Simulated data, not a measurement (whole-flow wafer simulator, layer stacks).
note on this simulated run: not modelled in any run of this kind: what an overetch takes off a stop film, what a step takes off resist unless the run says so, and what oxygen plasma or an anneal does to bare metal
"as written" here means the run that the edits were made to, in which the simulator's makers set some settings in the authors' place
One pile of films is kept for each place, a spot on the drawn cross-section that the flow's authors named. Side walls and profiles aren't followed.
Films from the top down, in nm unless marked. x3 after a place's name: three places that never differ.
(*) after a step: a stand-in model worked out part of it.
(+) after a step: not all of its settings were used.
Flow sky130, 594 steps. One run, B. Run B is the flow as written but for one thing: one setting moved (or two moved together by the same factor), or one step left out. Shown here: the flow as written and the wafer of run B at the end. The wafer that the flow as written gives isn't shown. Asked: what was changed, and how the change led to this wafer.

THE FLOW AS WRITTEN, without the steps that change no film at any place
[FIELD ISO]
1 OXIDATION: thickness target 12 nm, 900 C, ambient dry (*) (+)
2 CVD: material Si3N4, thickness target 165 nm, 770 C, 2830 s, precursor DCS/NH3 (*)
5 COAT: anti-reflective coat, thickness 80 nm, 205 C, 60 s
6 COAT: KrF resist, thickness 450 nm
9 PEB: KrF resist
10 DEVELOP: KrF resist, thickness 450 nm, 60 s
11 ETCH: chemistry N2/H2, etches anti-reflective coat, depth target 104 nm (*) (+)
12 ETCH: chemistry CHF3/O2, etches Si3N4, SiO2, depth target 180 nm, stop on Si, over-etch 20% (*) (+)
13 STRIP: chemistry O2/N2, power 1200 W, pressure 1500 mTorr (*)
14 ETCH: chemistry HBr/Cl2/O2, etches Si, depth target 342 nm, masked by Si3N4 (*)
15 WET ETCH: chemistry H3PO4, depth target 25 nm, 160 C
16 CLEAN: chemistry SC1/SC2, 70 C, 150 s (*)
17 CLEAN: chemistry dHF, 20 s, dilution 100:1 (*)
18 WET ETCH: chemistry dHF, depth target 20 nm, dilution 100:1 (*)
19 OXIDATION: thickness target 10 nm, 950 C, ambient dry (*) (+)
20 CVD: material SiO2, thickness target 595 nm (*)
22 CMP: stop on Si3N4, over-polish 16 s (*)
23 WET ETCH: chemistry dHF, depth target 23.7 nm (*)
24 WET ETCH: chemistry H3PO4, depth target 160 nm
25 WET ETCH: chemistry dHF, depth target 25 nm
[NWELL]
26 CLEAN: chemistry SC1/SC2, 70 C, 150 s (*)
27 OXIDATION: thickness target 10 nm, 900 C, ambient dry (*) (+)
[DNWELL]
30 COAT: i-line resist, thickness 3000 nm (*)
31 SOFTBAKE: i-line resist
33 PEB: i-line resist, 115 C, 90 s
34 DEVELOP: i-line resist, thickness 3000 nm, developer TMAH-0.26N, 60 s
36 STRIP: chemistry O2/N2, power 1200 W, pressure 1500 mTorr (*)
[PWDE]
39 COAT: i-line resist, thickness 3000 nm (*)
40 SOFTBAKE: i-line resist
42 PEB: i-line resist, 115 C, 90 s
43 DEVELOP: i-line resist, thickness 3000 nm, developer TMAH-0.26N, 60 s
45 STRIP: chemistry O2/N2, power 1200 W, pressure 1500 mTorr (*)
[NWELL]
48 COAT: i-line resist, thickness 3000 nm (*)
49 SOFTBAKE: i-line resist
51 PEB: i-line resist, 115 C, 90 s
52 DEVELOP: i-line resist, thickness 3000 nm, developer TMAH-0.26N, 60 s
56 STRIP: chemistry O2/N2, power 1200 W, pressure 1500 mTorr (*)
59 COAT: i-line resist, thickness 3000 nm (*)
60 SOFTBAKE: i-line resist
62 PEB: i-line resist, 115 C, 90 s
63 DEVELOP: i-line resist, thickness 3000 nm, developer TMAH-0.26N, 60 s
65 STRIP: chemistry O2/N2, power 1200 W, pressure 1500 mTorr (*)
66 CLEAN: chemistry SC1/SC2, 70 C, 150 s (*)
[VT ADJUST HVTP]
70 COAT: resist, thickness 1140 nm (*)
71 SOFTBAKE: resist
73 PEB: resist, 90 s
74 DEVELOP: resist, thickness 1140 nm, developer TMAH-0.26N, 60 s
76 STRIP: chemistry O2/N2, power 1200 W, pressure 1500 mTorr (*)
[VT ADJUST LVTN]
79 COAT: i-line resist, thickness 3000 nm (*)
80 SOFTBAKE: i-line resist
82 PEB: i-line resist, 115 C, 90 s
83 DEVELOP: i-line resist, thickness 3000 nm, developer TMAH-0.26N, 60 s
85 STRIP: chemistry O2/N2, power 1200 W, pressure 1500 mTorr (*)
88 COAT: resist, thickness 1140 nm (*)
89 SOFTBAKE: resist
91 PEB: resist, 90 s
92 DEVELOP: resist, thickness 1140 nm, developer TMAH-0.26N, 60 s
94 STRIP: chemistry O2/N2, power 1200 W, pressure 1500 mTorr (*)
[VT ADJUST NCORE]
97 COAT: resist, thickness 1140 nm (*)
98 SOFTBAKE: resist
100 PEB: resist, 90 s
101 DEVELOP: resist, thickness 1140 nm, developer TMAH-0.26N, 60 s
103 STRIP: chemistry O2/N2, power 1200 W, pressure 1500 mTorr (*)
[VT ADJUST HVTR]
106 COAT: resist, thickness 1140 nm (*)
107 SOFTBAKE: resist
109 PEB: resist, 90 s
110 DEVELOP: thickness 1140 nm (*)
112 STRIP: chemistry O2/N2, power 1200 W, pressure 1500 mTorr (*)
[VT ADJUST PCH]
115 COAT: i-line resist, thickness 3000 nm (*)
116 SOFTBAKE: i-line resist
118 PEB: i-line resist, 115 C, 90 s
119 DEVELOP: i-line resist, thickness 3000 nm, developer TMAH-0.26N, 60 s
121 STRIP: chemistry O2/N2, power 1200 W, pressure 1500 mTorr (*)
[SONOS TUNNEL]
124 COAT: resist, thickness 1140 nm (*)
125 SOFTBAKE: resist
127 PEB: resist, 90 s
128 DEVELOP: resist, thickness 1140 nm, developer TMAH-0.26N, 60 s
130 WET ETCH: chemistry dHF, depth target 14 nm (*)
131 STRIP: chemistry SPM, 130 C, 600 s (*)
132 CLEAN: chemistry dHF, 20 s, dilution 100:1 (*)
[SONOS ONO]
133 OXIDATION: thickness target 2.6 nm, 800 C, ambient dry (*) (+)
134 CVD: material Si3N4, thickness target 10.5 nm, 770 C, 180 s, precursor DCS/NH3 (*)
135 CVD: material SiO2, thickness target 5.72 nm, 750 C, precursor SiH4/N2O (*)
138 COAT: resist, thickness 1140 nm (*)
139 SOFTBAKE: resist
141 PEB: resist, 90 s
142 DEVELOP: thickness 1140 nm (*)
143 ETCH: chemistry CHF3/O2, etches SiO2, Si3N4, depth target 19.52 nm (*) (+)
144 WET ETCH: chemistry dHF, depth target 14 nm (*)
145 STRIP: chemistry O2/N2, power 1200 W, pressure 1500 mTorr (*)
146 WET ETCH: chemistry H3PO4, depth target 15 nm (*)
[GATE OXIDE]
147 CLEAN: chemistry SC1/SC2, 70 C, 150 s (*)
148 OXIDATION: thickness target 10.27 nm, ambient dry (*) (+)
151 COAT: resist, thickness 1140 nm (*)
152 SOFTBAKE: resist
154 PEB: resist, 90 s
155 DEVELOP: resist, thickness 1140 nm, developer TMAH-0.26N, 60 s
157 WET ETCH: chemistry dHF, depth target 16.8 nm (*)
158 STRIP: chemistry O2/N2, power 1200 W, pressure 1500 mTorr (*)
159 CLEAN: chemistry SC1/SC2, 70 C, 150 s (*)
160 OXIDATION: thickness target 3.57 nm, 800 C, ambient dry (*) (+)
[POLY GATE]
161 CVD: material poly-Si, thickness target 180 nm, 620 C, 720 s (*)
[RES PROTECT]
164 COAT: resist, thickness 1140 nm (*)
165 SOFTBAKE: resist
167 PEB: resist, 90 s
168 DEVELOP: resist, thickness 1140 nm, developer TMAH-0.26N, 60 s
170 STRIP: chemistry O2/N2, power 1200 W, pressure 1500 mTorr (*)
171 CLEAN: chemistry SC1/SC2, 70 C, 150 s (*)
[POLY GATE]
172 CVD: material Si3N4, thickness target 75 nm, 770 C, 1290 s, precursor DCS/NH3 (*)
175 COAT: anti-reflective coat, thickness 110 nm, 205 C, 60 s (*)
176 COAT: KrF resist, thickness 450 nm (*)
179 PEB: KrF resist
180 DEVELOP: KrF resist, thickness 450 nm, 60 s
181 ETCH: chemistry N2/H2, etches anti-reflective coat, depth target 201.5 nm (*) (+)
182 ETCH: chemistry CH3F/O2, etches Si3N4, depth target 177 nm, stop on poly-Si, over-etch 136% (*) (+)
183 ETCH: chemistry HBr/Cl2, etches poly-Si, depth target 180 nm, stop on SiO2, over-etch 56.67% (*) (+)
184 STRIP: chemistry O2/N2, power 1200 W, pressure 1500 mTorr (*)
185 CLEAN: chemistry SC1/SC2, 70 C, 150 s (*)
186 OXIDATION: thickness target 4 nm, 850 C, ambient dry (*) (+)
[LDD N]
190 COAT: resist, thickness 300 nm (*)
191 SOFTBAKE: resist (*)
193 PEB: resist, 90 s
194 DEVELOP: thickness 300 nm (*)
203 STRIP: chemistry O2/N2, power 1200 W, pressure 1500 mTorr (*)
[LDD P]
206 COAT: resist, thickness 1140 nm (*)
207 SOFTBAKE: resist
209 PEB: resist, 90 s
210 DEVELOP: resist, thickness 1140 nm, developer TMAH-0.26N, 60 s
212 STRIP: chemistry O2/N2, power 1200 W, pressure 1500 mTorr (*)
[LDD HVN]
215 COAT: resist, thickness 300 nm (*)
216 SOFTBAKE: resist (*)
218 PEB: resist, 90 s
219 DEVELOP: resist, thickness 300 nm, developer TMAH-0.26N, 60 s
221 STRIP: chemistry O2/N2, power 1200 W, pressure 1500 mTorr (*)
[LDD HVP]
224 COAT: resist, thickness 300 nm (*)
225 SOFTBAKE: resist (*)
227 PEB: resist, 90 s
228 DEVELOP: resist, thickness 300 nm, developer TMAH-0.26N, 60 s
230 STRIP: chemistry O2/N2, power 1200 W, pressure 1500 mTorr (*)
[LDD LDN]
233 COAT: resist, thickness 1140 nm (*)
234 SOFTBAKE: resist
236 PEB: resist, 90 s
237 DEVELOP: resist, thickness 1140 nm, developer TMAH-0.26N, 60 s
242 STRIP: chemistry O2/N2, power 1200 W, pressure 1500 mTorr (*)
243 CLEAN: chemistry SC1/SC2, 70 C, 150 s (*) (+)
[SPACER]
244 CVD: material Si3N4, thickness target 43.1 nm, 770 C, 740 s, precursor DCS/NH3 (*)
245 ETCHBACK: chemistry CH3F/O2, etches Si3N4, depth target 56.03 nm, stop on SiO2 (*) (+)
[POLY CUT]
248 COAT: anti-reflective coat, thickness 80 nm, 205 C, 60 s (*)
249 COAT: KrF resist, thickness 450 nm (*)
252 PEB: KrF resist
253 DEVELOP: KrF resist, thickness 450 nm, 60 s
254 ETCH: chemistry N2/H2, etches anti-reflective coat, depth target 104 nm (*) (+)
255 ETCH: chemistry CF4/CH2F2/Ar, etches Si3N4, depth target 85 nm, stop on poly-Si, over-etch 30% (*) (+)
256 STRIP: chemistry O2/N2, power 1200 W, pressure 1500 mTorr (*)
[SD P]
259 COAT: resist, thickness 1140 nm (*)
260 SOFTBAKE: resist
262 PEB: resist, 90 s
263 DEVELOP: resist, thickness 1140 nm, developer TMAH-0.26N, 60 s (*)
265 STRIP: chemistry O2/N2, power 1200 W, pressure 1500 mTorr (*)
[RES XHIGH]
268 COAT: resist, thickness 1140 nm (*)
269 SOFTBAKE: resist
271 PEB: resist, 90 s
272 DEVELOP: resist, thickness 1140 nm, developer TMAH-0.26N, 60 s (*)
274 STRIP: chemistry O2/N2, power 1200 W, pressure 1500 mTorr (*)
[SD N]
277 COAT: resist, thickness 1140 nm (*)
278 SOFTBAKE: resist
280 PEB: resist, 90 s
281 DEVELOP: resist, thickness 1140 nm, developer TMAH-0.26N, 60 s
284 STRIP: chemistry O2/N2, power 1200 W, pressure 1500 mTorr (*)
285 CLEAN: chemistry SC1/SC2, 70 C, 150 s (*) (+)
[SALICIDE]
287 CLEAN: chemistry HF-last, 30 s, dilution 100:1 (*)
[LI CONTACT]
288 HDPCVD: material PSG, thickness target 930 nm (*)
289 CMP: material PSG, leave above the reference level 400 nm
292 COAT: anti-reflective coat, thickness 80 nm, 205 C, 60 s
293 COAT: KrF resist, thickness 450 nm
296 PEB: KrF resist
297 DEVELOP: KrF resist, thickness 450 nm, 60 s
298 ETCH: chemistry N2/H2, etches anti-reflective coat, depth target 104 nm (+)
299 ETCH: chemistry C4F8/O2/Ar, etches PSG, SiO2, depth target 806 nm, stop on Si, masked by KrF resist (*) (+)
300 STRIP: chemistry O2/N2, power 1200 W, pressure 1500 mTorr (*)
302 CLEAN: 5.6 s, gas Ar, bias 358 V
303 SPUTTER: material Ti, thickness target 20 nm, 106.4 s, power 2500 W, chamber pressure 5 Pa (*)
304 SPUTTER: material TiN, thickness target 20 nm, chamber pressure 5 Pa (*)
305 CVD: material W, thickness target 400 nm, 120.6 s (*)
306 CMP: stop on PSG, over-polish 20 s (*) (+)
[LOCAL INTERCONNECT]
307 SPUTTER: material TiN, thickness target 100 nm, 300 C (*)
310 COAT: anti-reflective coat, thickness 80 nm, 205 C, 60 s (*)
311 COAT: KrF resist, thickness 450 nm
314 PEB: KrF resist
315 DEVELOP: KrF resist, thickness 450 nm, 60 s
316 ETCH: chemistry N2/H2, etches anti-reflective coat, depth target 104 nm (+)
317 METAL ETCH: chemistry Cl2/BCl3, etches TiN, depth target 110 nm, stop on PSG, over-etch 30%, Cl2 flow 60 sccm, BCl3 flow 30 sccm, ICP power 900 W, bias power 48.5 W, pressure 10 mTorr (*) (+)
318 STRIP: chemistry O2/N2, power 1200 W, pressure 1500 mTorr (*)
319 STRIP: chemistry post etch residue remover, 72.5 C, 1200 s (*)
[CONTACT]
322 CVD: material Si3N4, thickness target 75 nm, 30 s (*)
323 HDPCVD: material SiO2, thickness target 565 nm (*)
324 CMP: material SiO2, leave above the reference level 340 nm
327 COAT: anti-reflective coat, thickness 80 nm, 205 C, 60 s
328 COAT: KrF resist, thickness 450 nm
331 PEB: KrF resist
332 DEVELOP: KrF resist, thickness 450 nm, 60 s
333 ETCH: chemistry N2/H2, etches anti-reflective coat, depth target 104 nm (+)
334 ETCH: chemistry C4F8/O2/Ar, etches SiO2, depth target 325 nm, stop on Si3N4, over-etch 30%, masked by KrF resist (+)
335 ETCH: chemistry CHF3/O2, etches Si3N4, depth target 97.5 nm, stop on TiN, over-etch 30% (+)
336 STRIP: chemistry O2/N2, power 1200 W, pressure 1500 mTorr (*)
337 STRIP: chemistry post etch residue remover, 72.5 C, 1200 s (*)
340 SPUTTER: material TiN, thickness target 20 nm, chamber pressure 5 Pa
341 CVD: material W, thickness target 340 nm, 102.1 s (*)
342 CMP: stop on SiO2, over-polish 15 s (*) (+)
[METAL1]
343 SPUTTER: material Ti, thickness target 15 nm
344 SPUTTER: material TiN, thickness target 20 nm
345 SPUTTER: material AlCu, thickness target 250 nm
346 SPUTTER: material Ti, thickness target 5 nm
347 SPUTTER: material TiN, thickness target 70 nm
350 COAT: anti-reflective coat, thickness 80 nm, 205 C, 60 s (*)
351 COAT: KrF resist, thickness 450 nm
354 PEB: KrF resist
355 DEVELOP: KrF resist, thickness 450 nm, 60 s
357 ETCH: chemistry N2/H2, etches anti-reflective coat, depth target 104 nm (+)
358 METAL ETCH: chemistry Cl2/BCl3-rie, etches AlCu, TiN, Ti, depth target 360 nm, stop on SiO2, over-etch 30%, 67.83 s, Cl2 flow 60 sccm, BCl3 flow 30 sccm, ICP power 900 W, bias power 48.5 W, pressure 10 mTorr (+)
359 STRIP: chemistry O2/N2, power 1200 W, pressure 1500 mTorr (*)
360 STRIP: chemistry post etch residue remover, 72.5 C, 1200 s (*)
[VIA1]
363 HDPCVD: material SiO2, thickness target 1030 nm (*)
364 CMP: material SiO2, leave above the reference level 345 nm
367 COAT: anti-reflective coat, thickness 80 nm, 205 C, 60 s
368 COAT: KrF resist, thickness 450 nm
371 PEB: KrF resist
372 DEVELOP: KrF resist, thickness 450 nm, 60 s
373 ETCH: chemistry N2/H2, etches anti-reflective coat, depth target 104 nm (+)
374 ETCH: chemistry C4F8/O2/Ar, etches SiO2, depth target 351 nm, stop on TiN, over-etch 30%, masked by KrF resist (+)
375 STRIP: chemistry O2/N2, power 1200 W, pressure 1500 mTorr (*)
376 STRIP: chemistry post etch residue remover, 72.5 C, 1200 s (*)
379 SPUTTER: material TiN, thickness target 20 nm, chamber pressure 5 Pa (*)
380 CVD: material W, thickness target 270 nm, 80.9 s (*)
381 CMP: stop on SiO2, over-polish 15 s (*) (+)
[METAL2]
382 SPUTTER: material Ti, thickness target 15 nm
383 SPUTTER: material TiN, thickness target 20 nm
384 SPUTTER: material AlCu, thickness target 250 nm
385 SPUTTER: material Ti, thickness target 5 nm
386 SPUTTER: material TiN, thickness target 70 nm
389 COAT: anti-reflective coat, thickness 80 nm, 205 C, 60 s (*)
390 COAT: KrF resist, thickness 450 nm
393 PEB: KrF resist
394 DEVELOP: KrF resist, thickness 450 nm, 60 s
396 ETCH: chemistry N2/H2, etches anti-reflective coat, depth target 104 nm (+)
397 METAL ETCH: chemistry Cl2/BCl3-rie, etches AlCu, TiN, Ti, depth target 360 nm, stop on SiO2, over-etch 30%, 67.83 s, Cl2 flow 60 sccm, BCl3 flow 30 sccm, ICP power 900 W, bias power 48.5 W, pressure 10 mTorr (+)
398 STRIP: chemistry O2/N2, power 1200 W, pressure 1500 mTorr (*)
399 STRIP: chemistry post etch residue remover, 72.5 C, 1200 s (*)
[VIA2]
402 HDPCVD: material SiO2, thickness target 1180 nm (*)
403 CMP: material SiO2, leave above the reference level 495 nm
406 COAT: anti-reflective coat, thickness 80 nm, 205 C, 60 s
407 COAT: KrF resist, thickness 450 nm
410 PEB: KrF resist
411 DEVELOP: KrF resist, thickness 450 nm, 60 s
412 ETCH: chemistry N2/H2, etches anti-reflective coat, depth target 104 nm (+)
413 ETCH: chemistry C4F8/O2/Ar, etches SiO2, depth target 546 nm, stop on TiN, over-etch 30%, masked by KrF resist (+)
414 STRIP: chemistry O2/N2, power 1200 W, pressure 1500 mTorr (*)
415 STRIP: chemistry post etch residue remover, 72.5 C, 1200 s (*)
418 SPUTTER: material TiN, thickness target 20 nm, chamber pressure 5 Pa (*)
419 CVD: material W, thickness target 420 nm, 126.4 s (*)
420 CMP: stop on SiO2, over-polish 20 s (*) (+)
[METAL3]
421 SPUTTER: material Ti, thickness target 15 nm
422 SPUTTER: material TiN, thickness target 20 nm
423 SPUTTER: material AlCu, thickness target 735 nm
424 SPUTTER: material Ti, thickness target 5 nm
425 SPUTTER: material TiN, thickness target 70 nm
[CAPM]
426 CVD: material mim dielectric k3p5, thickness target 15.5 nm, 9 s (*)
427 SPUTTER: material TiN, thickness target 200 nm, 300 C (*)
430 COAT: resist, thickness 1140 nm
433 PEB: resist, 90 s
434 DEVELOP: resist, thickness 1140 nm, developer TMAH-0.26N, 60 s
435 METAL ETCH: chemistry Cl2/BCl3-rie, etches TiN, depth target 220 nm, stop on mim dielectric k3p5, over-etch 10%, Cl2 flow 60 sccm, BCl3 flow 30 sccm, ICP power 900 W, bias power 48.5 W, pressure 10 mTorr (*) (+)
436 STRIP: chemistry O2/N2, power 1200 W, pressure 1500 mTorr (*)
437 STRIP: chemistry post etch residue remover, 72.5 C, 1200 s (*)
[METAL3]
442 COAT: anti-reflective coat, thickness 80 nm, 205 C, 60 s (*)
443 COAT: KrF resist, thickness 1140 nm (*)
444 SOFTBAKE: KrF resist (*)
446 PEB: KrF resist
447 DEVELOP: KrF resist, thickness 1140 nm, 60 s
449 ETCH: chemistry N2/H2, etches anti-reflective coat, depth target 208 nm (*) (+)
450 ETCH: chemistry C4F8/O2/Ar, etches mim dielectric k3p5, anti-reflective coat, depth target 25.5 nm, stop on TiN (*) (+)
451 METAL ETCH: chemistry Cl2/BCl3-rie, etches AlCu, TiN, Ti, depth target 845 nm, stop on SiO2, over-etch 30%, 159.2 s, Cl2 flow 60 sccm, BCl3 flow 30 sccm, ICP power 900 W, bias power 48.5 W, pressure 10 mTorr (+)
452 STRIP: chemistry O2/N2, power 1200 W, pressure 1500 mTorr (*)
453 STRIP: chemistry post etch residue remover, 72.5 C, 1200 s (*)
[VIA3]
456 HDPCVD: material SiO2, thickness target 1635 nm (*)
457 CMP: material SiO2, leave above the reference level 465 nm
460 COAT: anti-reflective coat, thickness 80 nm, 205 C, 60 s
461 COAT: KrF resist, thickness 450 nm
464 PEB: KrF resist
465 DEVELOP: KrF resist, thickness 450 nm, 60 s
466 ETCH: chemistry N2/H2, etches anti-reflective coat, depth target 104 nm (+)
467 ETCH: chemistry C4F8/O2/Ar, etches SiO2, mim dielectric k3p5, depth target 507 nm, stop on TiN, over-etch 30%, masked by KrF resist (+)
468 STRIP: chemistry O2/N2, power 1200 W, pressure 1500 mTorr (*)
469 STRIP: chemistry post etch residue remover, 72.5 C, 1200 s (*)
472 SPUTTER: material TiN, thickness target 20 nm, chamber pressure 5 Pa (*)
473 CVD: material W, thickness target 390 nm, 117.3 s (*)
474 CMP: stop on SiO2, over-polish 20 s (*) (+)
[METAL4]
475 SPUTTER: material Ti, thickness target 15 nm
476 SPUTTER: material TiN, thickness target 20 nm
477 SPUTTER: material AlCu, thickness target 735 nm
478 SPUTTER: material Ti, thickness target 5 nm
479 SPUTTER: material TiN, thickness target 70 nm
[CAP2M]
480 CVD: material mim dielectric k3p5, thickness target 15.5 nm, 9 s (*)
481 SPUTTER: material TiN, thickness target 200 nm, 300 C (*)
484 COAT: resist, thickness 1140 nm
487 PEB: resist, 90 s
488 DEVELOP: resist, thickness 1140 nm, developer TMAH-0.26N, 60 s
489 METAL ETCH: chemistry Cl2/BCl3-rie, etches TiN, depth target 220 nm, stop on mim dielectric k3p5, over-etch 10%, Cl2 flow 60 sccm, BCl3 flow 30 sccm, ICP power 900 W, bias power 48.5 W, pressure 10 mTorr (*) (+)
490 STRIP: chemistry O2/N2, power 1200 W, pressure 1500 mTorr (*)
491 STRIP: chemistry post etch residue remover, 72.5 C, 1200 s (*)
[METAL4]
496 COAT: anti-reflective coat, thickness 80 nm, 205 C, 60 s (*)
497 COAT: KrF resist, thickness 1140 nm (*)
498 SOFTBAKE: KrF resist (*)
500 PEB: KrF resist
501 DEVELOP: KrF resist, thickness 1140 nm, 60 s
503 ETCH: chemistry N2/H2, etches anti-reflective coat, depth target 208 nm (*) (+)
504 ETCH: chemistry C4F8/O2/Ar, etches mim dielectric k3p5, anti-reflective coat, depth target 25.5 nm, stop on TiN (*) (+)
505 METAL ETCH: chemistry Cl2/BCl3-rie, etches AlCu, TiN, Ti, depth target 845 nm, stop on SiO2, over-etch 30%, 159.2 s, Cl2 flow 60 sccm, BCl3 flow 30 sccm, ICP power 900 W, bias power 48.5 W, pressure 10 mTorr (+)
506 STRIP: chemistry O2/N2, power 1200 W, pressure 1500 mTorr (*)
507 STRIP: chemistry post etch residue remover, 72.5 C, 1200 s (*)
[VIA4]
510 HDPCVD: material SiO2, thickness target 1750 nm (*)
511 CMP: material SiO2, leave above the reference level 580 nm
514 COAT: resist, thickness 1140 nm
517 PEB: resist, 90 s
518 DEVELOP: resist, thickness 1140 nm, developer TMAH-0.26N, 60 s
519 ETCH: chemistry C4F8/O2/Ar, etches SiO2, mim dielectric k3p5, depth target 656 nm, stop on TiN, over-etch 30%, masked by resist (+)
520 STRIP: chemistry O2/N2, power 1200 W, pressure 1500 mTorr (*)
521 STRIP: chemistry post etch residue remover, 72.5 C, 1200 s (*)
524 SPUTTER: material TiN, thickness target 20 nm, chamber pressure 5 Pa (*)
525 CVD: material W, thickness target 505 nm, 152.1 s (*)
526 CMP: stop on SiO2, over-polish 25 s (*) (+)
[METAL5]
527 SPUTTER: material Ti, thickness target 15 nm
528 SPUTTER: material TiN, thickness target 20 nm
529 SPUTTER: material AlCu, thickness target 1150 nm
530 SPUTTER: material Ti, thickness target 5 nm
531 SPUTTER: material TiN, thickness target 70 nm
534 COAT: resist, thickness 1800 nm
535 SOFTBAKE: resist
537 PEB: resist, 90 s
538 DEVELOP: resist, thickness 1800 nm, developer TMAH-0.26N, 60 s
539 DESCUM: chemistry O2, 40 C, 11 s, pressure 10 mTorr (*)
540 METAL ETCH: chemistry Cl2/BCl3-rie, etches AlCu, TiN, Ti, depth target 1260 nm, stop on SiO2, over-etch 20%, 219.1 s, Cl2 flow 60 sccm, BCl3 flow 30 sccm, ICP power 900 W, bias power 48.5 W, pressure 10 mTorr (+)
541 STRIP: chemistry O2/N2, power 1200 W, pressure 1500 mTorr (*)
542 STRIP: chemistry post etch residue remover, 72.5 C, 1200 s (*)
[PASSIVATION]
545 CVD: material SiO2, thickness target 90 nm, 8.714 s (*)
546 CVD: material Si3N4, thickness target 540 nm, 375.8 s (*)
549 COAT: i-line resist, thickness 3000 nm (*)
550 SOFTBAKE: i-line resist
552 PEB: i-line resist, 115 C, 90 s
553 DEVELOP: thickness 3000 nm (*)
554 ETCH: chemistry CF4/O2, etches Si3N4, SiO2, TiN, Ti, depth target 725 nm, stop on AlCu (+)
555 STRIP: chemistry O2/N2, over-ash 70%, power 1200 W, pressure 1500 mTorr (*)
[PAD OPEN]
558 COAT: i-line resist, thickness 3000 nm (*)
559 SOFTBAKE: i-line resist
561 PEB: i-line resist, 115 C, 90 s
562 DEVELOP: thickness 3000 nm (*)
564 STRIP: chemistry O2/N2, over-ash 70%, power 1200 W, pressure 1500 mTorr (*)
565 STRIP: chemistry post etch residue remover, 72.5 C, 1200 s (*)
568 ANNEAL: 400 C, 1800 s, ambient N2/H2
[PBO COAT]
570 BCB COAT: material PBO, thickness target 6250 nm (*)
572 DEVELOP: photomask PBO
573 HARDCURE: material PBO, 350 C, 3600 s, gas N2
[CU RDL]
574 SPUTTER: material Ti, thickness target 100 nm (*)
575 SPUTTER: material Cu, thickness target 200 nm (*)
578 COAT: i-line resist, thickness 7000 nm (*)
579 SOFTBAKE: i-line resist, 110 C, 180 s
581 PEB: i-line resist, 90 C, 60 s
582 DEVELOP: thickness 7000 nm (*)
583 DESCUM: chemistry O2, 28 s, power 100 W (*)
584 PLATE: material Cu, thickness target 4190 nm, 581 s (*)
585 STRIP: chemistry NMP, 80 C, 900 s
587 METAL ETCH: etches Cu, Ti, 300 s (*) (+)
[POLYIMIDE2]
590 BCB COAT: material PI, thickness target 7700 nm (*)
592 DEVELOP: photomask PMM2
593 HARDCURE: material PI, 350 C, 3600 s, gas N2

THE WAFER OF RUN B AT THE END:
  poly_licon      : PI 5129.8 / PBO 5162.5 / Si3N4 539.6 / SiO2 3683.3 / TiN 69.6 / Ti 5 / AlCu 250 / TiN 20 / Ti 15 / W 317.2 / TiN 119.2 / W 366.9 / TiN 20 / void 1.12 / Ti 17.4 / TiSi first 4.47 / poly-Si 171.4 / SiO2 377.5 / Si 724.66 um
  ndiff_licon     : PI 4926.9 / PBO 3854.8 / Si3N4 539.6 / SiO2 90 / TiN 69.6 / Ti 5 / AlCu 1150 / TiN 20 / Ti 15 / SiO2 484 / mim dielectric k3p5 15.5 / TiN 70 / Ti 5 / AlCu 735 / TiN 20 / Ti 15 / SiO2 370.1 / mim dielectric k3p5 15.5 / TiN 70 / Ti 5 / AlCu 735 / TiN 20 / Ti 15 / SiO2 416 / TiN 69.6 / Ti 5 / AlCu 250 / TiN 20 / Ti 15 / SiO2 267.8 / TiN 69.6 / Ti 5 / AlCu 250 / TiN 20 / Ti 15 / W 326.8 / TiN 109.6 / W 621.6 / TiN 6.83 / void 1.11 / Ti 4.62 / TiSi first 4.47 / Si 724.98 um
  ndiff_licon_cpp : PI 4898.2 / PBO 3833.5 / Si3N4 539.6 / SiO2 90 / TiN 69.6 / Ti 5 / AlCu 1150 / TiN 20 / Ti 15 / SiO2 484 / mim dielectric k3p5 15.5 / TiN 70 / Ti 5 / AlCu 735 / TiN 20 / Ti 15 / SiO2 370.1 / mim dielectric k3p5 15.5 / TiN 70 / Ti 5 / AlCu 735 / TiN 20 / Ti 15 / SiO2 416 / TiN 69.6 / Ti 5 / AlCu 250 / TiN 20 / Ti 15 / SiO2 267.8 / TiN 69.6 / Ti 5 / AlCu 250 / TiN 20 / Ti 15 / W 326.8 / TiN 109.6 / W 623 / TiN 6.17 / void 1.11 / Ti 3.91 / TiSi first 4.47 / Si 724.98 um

The cause: step 568, ANNEAL: 365 C was run, where the flow has 400 C.

How the change led to this, step by step:
  568 ANNEAL: 400 C, 1800 s, ambient N2/H2
      poly_licon, rpo_hd_licon: under 11 films: void +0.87 (new film), Ti -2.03, TiSi first +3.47 (new film), poly-Si -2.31 (as written it would be: under 11 films: void +1.54 (new film), Ti -3.59, TiSi first +6.13 (new film), poly-Si -4.08)
      ndiff_licon, ndiff_licon_cpp: under 37 films: void +0.86 (new film), Ti -2.03, TiSi first +3.47 (new film), Si -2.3 (as written it would be: under 37 films: void +1.52 (new film), Ti -3.59, TiSi first +6.13 (new film), Si -4.07)
